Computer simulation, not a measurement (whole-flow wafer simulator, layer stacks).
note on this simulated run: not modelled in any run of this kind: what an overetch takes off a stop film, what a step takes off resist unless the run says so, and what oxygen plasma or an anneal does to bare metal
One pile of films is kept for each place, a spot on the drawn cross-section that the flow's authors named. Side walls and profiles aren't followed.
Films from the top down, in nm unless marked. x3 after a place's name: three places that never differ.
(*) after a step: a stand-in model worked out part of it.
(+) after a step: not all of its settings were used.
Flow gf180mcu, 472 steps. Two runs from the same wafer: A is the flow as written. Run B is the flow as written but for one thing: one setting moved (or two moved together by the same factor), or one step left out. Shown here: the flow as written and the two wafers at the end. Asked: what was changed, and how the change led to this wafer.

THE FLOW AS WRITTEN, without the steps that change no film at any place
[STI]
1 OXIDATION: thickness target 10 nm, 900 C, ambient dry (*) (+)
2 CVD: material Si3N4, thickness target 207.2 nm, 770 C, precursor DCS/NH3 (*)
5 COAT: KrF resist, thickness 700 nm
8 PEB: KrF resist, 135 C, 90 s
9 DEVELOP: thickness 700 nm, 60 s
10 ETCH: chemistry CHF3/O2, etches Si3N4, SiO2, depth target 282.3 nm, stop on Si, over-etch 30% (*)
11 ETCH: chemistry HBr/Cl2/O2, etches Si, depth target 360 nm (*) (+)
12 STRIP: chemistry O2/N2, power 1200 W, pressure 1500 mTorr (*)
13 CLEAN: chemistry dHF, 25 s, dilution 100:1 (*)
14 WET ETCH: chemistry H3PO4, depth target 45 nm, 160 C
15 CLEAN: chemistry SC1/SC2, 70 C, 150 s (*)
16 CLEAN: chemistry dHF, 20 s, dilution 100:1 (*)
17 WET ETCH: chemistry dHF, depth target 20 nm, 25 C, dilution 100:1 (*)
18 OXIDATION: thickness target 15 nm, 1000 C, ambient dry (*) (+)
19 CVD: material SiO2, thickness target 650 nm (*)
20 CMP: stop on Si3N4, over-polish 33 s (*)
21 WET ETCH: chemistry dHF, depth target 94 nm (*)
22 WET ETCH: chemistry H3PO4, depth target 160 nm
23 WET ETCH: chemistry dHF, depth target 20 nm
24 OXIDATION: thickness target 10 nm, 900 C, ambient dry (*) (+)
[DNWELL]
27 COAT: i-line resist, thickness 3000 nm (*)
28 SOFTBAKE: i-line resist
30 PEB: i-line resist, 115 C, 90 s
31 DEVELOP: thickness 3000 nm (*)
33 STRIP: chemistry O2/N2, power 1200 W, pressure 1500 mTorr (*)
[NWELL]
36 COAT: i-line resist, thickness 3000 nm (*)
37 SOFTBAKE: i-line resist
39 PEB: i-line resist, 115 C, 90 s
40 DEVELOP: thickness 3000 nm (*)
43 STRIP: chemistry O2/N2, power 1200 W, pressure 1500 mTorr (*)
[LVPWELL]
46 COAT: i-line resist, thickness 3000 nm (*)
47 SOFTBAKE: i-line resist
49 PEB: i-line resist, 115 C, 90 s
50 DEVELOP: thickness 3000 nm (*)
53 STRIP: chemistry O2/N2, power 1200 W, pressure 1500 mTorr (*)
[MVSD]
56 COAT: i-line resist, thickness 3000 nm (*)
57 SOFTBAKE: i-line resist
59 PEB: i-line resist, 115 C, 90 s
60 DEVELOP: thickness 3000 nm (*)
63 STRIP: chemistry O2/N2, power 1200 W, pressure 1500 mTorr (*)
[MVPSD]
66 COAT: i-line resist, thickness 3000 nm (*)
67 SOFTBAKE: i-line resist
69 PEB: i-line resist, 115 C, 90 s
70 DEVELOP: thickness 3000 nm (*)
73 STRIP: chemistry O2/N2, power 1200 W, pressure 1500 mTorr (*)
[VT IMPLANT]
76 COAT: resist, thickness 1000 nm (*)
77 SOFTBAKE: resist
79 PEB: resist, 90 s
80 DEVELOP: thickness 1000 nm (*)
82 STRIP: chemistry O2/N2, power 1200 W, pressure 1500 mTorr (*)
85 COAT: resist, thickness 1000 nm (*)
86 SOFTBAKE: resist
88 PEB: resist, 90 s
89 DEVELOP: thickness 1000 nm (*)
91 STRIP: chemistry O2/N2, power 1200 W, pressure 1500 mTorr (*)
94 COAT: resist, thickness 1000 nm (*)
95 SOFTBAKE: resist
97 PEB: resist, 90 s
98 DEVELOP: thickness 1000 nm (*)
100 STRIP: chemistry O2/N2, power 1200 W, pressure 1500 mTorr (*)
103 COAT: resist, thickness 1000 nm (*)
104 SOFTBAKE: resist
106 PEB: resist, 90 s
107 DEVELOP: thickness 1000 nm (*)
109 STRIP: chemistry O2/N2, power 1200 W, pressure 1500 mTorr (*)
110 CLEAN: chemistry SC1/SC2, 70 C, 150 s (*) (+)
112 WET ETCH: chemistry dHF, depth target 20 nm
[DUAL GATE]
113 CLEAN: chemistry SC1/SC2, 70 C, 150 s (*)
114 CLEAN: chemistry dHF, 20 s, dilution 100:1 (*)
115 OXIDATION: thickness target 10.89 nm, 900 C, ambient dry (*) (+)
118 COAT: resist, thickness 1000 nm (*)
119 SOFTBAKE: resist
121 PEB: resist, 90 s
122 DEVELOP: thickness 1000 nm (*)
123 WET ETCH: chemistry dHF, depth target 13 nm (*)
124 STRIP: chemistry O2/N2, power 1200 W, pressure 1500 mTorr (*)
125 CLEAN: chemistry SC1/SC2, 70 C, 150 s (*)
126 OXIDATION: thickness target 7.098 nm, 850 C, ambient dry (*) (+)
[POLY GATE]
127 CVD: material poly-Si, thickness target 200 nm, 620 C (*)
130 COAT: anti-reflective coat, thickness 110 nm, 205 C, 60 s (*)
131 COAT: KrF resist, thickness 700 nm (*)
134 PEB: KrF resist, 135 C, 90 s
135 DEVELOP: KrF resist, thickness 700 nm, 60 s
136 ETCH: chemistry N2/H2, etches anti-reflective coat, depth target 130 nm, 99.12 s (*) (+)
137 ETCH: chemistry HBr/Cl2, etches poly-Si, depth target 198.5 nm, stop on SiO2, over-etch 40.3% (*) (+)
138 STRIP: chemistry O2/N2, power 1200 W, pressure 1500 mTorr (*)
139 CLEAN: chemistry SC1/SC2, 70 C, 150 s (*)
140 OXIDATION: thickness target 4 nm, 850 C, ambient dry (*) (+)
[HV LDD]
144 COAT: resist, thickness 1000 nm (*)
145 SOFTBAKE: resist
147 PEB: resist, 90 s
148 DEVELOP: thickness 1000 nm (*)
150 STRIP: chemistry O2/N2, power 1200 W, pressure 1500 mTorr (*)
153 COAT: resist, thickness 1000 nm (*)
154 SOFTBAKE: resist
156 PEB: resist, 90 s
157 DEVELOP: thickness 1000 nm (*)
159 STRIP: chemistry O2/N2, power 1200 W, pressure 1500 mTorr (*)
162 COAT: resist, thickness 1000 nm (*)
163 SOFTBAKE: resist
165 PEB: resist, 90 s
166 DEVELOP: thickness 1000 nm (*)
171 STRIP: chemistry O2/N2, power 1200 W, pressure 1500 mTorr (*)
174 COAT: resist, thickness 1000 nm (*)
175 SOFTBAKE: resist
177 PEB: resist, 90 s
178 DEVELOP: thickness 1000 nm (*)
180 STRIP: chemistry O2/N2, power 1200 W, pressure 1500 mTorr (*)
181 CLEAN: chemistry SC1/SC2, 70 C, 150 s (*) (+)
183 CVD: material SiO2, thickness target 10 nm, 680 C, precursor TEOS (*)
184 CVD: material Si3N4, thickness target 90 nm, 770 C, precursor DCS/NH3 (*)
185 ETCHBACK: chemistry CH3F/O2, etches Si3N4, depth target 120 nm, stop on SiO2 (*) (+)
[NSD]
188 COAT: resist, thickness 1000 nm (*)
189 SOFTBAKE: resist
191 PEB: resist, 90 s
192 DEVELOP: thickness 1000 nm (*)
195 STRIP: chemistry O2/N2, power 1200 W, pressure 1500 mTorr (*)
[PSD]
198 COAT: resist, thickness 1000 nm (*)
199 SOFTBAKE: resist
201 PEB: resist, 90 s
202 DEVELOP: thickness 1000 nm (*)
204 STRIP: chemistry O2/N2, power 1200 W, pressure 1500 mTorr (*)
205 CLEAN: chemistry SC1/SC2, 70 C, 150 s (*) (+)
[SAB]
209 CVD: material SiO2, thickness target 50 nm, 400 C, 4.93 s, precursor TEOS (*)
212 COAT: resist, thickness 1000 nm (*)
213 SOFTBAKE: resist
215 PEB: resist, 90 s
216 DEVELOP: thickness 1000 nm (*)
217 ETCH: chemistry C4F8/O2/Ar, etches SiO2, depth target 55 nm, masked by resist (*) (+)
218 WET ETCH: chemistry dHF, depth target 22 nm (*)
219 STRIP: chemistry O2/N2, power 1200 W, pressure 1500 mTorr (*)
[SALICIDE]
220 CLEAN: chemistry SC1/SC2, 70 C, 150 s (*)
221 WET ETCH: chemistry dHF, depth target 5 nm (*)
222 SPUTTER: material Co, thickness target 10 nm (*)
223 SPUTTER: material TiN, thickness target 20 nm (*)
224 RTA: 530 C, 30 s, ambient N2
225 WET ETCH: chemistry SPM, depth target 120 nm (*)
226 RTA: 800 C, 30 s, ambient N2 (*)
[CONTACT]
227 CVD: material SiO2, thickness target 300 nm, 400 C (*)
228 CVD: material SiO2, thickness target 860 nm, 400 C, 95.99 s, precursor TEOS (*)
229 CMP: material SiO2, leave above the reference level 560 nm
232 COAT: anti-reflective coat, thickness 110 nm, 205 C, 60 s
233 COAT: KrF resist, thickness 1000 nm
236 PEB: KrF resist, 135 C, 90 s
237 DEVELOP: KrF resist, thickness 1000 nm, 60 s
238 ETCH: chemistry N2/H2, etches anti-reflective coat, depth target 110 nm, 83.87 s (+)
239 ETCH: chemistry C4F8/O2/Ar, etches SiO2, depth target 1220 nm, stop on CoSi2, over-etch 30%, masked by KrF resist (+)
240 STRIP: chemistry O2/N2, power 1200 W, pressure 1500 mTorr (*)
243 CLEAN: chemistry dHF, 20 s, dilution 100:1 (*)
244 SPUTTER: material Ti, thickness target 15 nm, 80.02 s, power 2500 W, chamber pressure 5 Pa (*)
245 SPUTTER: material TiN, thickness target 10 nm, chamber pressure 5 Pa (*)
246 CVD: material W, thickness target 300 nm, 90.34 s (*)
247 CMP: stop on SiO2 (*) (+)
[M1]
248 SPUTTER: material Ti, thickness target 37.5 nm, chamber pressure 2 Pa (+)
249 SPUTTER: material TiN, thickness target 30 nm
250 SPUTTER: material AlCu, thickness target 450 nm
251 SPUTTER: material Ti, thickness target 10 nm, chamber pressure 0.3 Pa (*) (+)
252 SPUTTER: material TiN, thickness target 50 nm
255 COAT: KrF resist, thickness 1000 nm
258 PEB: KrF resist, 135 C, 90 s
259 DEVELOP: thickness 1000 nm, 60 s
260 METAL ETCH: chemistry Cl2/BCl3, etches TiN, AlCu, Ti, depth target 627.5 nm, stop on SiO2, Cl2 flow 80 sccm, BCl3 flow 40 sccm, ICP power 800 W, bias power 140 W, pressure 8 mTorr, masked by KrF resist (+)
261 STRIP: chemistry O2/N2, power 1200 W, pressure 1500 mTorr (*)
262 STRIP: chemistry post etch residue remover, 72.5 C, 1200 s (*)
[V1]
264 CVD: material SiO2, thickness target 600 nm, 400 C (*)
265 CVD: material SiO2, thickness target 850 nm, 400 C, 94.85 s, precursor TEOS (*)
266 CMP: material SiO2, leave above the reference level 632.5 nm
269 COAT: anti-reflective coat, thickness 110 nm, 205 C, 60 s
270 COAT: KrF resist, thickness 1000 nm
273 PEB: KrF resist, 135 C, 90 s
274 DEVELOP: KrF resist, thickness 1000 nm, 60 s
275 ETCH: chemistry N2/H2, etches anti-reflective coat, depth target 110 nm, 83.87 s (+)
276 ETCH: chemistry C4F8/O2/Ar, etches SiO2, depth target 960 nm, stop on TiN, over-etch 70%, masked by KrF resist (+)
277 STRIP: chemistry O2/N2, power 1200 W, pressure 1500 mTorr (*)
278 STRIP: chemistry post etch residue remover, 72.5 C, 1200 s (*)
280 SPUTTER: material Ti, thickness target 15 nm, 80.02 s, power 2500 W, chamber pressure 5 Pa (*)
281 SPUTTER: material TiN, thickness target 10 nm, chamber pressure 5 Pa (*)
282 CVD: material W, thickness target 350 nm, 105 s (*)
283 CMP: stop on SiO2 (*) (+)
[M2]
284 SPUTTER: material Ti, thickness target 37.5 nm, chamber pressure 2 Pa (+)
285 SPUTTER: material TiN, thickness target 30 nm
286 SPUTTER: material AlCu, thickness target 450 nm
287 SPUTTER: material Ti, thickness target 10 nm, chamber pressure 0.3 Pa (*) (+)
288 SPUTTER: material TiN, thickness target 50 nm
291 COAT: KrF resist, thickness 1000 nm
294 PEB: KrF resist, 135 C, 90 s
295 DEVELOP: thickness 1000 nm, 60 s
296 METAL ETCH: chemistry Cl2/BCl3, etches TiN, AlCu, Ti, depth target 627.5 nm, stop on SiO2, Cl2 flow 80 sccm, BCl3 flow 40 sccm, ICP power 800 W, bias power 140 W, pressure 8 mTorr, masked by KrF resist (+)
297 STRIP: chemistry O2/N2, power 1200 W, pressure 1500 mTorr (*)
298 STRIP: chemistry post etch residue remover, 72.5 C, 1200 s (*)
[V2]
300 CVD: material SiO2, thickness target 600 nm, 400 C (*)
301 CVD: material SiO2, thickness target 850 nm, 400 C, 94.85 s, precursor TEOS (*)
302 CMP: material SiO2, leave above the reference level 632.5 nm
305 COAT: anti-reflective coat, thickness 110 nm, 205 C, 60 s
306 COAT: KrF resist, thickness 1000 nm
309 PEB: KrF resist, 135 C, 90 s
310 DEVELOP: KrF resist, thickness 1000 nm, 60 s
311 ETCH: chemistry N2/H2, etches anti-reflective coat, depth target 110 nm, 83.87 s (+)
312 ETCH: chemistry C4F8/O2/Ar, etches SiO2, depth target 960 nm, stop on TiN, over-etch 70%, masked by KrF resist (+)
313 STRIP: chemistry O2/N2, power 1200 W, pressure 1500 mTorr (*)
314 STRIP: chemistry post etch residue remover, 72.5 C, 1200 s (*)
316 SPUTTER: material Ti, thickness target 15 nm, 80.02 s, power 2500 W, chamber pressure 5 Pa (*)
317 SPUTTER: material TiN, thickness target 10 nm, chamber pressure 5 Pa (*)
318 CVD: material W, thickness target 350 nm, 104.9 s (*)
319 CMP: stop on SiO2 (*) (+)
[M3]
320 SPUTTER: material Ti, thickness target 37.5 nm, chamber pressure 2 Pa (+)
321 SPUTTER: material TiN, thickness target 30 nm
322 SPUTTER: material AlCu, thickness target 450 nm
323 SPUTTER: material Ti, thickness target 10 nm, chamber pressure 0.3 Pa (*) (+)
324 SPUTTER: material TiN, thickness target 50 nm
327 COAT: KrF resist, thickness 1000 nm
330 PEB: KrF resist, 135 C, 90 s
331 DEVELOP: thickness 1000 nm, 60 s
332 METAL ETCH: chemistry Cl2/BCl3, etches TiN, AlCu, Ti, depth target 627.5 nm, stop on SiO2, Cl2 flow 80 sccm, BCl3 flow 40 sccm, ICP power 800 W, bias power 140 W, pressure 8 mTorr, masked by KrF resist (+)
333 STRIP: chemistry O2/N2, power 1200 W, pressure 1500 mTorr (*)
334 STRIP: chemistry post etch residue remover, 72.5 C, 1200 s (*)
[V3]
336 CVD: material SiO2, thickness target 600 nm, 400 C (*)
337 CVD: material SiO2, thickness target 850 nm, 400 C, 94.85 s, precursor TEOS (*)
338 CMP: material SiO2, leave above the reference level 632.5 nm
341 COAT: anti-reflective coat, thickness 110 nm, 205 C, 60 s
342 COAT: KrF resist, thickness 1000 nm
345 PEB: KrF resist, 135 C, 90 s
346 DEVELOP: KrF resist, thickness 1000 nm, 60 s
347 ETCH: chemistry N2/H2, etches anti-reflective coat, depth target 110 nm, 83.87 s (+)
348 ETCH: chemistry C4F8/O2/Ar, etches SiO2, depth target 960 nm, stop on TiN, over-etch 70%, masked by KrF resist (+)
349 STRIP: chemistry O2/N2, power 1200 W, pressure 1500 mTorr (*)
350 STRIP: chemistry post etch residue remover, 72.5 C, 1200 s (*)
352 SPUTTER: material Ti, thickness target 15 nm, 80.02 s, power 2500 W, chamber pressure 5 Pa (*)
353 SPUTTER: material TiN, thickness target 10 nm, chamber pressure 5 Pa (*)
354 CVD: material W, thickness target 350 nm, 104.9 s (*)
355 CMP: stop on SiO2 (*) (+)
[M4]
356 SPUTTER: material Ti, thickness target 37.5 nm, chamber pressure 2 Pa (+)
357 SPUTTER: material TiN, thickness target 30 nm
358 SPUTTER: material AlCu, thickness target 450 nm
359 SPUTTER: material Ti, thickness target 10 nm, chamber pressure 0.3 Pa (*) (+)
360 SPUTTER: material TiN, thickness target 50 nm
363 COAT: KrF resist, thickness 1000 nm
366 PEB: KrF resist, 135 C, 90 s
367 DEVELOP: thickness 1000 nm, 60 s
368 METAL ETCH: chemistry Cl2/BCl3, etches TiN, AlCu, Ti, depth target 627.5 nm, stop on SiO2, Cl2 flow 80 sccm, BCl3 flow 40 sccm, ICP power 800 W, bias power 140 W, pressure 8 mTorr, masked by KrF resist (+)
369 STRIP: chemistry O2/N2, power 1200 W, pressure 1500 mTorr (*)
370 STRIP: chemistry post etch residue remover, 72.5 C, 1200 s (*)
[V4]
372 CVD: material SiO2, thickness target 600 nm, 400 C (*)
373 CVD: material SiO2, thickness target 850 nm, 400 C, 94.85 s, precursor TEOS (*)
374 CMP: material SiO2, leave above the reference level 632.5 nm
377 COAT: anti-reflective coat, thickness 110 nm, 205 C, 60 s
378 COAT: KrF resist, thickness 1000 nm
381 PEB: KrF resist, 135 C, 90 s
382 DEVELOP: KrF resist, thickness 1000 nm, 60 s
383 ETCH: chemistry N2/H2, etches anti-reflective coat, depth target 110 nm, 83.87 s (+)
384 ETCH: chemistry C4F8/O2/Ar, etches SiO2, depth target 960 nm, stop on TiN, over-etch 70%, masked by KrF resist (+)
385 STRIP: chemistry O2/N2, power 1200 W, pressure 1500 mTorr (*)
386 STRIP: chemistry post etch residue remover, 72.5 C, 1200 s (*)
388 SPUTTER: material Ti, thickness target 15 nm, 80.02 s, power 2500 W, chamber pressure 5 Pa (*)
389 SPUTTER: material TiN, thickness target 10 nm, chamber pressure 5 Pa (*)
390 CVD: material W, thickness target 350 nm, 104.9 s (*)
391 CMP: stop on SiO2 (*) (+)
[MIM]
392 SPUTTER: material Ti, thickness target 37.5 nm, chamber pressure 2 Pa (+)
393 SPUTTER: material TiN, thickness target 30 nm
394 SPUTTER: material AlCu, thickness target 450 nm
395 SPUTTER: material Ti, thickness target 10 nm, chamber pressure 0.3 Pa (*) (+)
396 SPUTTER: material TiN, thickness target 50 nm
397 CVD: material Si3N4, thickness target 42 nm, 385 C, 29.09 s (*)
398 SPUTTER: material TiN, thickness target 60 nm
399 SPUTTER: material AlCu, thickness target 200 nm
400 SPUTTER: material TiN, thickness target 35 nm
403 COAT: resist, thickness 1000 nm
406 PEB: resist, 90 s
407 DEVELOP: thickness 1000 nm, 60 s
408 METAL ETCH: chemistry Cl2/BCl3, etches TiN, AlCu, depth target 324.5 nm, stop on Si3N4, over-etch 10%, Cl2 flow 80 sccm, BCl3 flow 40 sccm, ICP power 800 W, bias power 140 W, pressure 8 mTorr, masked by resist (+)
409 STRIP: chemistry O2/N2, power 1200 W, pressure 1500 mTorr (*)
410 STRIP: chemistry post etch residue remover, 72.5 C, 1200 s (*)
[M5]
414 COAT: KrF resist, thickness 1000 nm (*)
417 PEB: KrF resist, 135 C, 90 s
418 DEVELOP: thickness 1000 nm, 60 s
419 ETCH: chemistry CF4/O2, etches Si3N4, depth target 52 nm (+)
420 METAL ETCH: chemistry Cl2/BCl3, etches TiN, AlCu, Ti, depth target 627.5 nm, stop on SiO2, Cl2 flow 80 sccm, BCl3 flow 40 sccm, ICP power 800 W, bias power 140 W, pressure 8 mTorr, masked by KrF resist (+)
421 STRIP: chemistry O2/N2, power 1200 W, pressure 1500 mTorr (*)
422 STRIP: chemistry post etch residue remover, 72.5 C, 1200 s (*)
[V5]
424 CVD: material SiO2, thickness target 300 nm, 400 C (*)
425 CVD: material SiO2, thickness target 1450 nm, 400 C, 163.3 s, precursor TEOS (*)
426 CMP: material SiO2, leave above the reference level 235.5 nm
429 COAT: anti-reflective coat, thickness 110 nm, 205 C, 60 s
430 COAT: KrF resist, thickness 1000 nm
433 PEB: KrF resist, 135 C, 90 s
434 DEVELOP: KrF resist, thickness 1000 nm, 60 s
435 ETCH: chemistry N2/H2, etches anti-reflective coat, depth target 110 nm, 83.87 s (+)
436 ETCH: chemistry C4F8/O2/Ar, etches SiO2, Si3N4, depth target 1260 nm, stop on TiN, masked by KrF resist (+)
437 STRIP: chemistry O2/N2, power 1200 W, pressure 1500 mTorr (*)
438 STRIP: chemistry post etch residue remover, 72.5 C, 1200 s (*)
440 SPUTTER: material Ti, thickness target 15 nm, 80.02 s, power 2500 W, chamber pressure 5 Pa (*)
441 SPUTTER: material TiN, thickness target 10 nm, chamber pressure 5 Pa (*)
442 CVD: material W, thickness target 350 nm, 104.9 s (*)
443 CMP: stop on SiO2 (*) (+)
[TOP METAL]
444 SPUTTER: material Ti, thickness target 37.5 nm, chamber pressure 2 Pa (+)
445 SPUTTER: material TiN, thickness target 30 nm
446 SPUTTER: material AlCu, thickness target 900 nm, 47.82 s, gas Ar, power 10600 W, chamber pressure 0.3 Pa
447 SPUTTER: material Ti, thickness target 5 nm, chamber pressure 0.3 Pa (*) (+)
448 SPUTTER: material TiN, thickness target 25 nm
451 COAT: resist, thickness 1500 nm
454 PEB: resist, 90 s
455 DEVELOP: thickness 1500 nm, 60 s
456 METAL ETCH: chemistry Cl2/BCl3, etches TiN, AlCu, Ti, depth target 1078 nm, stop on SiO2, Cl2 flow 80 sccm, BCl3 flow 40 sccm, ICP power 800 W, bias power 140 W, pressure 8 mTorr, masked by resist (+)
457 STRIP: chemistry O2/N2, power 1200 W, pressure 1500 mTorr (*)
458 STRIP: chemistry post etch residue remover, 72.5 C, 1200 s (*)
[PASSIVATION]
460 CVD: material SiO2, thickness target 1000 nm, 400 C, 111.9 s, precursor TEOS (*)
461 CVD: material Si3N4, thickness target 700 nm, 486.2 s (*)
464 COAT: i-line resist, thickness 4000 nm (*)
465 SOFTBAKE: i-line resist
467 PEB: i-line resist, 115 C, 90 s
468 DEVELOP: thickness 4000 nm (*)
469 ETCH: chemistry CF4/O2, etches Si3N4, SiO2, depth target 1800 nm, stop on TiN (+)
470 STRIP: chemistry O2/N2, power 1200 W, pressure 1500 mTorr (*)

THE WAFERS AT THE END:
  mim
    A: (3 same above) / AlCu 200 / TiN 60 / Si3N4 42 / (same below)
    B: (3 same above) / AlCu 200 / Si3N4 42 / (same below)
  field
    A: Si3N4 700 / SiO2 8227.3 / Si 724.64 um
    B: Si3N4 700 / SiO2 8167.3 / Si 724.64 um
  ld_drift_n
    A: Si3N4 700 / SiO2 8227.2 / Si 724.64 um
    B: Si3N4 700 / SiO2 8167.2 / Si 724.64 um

The cause: step 398, SPUTTER: material TiN, thickness target 60 nm, was left out.

How the change led to this, step by step:
  408 METAL ETCH: chemistry Cl2/BCl3, etches TiN, AlCu, depth target 324.5 nm, stop on Si3N4, over-etch 10%, Cl2 flow 80 sccm, BCl3 flow 40 sccm, ICP power 800 W, bias power 140 W, pressure 8 mTorr, masked by resist (+)
      field, field__w1, field__w2 and 107 more: A TiN -35 (all of it), AlCu -200 (all of it), TiN -60 (all of it) | B TiN -35 (all of it), AlCu -200 (all of it)
      mim: A resist -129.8 | B resist -103.4
  409 STRIP: chemistry O2/N2, power 1200 W, pressure 1500 mTorr (*)
      mim: A resist -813 (all of it) | B resist -839.4 (all of it)
  414 COAT: KrF resist, thickness 1000 nm (*)
      mim: A KrF resist +763.7 (new film) | B KrF resist +809.9 (new film)
  421 STRIP: chemistry O2/N2, power 1200 W, pressure 1500 mTorr (*)
      mim: A KrF resist -458.9 (all of it) | B KrF resist -504.7 (all of it)
  426 CMP: material SiO2, leave above the reference level 235.5 nm
      field, field__w1, field__w5 and 92 more: A SiO2 -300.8 | B SiO2 -360.8
      field__w2, field__w3, field__w12 and 6 more: A SiO2 -272.7 | B SiO2 -332.7
      (and at 7 more places)
  436 ETCH: chemistry C4F8/O2/Ar, etches SiO2, Si3N4, depth target 1260 nm, stop on TiN, masked by KrF resist (+)
      field, field__w1, field__w2 and 108 more: A KrF resist -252 | B KrF resist -243.2
      contact: A SiO2 -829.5 (all of it), Si3N4 -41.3 (all of it) | B SiO2 -769.5 (all of it), Si3N4 -41.3 (all of it)
  442 CVD: material W, thickness target 350 nm, 104.9 s (*)
      contact: A W +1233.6 (new film) | B W +1173.1 (new film)
